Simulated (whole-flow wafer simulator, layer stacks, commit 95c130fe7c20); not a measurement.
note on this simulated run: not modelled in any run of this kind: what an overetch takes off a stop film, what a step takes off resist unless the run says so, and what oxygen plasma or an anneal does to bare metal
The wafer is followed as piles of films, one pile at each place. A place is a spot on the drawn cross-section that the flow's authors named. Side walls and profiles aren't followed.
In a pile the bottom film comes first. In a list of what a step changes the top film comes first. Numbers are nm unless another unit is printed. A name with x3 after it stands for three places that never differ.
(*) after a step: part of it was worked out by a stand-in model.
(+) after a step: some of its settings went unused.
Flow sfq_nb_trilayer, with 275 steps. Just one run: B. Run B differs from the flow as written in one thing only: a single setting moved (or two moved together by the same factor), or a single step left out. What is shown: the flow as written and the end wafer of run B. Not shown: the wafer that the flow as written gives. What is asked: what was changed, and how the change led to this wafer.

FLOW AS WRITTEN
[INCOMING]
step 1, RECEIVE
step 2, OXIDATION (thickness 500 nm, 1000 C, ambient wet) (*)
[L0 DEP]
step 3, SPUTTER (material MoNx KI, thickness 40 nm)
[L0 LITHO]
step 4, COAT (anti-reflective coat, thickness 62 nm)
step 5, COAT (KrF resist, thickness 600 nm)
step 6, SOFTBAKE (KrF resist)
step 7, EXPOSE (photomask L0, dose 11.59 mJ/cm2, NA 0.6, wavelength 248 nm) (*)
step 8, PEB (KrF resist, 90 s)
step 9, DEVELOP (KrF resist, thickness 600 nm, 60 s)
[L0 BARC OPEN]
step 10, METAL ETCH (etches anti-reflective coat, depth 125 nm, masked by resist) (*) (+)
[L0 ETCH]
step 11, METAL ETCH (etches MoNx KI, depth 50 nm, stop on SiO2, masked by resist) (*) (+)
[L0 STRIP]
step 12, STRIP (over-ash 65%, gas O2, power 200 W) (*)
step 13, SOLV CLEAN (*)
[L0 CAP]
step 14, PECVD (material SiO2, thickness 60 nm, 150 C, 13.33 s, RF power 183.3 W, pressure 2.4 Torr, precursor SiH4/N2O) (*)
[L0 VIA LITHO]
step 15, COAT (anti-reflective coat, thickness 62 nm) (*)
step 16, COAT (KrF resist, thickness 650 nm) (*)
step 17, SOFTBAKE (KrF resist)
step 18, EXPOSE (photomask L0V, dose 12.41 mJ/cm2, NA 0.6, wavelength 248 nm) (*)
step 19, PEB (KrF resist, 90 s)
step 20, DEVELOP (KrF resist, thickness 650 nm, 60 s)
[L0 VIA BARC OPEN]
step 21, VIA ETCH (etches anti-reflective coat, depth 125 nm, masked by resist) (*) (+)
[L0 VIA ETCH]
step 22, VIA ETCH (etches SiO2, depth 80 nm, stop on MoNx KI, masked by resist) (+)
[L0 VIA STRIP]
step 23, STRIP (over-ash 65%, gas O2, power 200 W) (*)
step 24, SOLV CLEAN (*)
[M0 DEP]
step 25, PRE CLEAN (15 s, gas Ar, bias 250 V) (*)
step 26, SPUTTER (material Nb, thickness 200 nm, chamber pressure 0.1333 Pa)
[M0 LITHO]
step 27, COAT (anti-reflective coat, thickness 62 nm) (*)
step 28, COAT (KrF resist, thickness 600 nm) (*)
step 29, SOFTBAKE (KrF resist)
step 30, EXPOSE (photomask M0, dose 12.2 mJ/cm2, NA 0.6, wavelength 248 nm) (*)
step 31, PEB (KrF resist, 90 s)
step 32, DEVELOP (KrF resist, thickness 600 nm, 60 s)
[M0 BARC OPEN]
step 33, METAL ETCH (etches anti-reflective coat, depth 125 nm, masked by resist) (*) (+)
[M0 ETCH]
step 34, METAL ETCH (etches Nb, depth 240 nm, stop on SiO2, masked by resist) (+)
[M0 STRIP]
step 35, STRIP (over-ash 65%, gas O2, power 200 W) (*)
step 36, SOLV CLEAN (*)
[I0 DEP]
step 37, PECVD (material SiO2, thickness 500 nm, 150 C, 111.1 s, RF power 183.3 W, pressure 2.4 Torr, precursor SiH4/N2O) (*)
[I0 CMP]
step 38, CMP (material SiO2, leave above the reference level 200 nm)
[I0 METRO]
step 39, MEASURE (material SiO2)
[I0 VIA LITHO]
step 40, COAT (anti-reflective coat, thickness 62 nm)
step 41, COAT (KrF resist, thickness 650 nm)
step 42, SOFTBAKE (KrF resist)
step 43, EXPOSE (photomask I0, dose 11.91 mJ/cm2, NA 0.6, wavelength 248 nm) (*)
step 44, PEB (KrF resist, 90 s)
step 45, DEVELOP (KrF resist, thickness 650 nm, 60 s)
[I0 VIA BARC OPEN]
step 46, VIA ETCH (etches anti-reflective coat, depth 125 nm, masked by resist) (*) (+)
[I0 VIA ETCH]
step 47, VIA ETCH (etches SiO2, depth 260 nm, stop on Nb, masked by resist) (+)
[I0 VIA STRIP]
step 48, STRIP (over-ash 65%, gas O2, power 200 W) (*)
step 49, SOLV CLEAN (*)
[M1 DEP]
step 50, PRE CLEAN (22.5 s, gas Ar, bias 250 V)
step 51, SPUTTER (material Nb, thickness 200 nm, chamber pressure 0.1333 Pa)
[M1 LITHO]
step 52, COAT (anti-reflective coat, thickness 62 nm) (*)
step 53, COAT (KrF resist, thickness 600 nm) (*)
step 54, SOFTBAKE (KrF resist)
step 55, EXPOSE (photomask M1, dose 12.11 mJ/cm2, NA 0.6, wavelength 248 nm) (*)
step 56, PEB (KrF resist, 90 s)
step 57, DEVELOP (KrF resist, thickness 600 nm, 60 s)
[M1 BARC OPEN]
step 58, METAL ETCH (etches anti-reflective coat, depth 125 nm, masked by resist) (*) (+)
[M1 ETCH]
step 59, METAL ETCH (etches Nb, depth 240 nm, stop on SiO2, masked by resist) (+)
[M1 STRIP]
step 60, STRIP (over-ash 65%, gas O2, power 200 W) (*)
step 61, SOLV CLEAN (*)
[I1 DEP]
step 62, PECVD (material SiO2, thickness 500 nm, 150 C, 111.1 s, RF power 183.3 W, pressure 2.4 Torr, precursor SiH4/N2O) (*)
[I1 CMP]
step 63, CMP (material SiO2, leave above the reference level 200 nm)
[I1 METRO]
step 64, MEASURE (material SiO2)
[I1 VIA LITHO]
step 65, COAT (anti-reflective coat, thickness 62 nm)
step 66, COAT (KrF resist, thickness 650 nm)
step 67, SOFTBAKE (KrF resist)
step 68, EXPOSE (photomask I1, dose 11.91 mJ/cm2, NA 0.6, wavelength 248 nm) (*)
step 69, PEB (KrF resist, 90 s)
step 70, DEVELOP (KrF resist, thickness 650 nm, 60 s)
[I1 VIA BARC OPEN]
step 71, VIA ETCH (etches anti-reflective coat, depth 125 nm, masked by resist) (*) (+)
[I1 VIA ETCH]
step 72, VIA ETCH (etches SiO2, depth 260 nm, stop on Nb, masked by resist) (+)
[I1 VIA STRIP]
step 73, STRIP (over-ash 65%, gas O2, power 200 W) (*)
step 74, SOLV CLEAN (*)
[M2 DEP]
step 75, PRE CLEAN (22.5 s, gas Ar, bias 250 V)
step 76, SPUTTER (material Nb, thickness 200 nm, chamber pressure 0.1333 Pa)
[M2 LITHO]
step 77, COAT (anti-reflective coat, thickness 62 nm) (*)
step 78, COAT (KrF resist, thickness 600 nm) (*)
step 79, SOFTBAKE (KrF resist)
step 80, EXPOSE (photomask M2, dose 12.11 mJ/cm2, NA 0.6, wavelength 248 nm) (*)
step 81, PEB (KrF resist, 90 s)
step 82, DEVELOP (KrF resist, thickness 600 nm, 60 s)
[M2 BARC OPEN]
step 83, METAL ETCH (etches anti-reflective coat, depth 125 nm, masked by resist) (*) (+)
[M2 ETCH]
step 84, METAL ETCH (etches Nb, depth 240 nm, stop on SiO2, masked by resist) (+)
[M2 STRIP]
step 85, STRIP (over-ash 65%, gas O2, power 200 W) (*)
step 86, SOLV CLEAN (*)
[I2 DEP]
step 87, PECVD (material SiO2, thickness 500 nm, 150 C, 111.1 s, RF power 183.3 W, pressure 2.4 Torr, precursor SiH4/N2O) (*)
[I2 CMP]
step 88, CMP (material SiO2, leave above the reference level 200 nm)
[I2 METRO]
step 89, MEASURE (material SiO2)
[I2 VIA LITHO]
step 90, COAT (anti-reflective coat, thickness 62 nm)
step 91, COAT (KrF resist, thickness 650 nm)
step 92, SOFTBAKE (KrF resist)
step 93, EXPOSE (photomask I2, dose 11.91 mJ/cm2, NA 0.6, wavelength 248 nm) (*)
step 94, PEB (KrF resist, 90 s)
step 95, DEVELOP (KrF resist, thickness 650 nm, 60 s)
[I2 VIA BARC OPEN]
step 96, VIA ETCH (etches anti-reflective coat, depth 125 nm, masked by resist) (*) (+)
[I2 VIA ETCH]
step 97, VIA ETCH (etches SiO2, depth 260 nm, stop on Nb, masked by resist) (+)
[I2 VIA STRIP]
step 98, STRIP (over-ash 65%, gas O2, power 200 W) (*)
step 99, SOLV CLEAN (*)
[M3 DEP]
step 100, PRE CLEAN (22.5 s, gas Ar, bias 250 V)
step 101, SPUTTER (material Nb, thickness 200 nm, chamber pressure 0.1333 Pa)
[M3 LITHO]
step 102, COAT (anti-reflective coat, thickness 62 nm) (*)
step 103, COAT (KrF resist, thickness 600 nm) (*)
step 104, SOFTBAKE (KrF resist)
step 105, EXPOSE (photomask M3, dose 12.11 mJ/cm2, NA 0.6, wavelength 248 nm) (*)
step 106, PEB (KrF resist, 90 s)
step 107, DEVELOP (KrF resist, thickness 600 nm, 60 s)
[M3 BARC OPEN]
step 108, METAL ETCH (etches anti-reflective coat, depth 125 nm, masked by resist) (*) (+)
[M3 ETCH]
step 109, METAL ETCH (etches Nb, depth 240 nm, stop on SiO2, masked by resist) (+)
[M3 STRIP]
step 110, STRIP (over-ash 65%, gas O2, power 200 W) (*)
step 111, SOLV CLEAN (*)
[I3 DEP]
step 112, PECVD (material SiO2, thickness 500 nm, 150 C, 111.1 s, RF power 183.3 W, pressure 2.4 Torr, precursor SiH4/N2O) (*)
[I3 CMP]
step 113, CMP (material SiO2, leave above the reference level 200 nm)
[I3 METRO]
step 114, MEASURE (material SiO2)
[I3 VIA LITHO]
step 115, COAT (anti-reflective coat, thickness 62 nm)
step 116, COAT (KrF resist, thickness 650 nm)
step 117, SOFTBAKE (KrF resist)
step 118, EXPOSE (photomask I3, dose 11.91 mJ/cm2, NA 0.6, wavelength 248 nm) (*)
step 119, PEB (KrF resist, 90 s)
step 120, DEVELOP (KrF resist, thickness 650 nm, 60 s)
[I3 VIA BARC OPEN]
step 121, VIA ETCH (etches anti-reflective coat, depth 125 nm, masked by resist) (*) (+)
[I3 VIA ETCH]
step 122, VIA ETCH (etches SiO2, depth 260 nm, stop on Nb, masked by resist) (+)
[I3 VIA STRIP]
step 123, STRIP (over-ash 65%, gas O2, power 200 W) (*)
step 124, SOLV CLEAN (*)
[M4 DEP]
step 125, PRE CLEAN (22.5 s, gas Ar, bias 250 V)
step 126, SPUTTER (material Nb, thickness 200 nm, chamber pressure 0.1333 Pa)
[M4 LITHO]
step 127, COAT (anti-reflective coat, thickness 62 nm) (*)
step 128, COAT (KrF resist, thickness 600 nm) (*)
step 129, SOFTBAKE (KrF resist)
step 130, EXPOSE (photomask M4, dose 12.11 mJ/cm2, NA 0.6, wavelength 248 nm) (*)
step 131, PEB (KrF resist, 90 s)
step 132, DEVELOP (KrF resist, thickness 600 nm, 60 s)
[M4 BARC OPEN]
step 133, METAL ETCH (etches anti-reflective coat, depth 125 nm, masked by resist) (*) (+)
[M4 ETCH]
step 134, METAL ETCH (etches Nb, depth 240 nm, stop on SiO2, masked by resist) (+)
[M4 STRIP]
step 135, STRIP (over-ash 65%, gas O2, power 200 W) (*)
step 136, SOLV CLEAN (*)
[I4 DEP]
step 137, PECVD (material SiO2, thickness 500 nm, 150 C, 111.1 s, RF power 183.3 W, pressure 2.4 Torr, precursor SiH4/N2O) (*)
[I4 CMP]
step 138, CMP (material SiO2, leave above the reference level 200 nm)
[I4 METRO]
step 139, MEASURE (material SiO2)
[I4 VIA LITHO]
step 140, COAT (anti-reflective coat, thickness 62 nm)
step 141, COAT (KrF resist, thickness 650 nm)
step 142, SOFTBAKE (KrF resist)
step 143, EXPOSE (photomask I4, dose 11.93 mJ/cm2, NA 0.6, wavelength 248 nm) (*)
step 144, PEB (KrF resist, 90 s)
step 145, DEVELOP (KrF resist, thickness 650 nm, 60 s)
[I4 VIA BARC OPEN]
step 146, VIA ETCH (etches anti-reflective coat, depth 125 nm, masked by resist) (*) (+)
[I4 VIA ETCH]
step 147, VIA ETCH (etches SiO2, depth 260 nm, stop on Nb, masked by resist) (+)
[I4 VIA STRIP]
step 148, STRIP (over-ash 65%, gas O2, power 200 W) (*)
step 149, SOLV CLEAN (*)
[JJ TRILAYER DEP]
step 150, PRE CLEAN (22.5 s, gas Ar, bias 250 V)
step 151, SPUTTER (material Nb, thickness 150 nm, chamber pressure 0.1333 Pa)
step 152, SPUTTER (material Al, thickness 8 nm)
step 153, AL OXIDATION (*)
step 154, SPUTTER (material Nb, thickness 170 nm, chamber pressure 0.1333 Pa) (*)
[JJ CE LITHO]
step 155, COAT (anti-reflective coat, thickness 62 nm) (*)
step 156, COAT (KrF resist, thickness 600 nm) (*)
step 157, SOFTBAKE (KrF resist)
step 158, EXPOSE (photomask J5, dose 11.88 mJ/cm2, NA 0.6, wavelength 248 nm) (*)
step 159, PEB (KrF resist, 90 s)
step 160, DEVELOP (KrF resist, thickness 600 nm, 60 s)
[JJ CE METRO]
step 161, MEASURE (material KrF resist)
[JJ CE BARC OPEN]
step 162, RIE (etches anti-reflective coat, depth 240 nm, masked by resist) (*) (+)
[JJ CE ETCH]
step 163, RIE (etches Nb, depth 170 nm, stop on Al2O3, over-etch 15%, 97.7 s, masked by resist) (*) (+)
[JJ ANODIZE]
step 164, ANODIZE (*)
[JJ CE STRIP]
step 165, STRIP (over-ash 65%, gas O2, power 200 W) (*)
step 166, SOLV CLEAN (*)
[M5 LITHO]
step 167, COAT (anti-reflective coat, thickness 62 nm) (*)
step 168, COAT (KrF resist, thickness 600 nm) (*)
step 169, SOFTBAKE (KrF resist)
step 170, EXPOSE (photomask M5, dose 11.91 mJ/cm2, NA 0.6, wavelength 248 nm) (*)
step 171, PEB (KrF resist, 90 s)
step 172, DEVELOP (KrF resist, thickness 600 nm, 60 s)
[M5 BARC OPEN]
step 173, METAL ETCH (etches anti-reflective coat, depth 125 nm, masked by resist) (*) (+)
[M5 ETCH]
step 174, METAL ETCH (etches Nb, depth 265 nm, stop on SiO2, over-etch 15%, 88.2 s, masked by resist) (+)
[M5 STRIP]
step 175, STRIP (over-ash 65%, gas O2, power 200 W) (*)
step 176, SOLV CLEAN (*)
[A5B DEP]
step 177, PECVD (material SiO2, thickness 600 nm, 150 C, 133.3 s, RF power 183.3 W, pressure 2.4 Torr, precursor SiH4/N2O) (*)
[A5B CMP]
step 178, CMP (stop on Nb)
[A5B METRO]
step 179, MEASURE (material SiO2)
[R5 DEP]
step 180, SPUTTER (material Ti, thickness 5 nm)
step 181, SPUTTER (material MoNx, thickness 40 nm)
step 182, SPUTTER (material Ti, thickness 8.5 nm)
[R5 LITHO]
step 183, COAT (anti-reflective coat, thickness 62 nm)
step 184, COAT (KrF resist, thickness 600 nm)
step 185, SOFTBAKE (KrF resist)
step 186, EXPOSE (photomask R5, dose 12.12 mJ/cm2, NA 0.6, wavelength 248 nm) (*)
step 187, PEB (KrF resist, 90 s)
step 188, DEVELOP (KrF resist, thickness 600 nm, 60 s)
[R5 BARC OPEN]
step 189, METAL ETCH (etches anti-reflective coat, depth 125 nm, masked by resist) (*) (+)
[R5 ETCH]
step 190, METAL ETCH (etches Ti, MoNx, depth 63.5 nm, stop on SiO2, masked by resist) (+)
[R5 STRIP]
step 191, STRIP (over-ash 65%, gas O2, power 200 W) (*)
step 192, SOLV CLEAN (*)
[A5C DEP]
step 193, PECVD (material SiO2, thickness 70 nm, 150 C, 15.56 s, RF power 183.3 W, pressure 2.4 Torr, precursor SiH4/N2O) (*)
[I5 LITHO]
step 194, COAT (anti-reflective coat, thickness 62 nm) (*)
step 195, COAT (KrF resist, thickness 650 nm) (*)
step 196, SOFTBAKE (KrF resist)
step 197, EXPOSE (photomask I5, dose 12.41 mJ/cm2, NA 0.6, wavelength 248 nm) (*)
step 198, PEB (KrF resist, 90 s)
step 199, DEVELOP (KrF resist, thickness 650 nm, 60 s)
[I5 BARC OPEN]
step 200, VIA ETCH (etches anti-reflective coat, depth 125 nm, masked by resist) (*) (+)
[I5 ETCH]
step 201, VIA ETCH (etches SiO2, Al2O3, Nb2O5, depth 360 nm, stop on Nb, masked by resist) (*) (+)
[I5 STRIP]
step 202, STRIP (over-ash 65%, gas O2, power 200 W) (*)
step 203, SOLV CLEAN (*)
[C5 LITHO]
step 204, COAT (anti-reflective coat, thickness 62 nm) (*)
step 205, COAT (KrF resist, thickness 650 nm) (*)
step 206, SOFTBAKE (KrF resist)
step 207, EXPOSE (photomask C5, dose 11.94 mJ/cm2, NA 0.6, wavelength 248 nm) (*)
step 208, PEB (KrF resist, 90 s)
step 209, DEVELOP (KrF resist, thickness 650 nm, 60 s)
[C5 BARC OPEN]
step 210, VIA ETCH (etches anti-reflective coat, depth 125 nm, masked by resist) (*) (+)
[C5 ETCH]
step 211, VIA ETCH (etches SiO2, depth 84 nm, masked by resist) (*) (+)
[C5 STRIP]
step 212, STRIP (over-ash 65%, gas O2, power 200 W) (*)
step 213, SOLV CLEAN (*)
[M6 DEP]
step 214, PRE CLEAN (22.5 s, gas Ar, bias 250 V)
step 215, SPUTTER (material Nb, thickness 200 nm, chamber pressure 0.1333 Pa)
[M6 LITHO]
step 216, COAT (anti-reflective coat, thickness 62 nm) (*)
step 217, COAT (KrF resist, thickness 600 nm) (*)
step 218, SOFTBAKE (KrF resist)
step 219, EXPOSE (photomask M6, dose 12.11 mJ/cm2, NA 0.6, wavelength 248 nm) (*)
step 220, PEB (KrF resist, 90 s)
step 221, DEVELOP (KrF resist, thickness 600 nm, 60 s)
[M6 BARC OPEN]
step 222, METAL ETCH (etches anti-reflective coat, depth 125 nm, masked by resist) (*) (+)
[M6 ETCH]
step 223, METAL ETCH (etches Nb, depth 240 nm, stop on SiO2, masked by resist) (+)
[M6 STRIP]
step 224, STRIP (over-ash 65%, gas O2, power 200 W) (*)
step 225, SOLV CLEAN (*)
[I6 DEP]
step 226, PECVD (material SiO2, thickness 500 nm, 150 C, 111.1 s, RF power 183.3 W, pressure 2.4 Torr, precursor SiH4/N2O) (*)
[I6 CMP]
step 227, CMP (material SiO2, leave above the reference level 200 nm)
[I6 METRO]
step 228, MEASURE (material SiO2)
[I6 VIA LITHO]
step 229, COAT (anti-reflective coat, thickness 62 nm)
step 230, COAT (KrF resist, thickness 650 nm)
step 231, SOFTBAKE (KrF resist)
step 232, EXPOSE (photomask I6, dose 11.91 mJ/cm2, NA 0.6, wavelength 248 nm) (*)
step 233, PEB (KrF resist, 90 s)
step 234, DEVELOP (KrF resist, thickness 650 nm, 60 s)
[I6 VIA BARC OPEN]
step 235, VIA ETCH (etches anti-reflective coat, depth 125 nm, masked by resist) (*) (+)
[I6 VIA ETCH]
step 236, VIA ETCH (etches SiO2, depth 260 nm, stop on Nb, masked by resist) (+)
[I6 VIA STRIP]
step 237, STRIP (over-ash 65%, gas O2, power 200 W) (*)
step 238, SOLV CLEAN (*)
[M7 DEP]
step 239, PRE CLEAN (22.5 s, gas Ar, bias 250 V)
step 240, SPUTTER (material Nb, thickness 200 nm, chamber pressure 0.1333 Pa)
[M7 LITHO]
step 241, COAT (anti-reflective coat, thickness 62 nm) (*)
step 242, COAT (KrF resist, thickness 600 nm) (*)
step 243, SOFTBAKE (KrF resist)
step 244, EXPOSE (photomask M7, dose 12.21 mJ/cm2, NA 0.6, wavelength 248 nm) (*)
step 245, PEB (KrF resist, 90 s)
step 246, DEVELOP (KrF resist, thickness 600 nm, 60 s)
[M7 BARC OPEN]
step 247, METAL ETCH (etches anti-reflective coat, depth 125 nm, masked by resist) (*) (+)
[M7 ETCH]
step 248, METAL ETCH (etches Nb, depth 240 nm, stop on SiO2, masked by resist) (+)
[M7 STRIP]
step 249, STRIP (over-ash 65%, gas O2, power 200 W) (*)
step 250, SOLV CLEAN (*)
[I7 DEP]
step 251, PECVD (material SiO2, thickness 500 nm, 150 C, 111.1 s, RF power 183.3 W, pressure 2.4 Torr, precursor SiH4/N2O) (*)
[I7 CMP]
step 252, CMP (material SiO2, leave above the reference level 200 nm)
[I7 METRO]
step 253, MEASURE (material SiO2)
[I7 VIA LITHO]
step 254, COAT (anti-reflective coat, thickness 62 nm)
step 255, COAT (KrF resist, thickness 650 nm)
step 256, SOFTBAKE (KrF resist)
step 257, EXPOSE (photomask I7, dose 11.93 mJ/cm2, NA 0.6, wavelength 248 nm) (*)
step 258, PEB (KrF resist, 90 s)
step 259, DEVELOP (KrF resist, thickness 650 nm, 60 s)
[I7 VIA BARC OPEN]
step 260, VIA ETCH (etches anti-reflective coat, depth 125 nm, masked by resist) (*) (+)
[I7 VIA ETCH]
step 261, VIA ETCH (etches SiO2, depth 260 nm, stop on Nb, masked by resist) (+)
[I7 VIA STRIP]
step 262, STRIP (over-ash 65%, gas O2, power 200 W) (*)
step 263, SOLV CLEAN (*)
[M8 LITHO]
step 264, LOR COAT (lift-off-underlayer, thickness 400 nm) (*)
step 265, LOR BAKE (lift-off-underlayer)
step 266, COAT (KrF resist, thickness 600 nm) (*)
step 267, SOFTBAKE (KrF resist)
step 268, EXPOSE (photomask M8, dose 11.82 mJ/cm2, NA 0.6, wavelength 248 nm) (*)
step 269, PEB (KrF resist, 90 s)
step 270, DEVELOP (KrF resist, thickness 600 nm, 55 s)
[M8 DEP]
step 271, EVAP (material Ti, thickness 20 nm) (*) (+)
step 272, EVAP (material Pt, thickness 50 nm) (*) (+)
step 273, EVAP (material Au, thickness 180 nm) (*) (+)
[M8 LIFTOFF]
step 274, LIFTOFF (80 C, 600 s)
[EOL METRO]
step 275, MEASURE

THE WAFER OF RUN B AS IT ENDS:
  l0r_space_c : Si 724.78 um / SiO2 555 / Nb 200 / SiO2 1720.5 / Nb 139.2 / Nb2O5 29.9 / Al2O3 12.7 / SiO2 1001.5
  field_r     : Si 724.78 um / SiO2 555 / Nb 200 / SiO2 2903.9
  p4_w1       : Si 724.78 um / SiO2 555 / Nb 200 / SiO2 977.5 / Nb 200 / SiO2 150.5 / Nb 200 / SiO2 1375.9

What caused this: step 113, CMP: leave above the reference level 158 nm was run, whereas the flow has leave above the reference level 200 nm.

How this came from the change, step by step:
  step 113, CMP (material SiO2, leave above the reference level 200 nm)
      field_l, be, be_sur and 64 more: -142 SiO2 (as written it would have been: -100 SiO2)
      v_sur, via_wl, via_wr and 27 more: -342 SiO2 (as written it would have been: -300 SiO2)
      (as well as at 9 more places)
  step 122, VIA ETCH (etches SiO2, depth 260 nm, stop on Nb, masked by resist) (+)
      field_l, v_sur, via_wl and 102 more: -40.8 KrF resist (as written it would have been: -44.8 KrF resist)
      via_v: -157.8 SiO2 (all of it) (as written it would have been: -199.8 SiO2 (all of it))
  step 126, SPUTTER (material Nb, thickness 200 nm, chamber pressure 0.1333 Pa)
      via_v: +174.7 Nb (as written it would have been: +165.5 Nb)
  step 127, COAT (anti-reflective coat, thickness 62 nm) (*)
      via_v: +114 anti-reflective coat (new film) (as written it would have been: +124.8 anti-reflective coat (new film))
  step 128, COAT (KrF resist, thickness 600 nm) (*)
      via_v: +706 KrF resist (new film) (as written it would have been: +739.8 KrF resist (new film))
  step 135, STRIP (over-ash 65%, gas O2, power 200 W) (*)
      via_v: -488.1 KrF resist (all of it), -114 anti-reflective coat (all of it) (as written it would have been: -521.8 KrF resist (all of it), -124.8 anti-reflective coat (all of it))
  step 137, PECVD (material SiO2, thickness 500 nm, 150 C, 111.1 s, RF power 183.3 W, pressure 2.4 Torr, precursor SiH4/N2O) (*)
      via_v: +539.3 SiO2 (new film) (as written it would have been: +615 SiO2 (new film))
  step 138, CMP (material SiO2, leave above the reference level 200 nm)
      via_v: -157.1 SiO2 (as written it would have been: -181.6 SiO2)
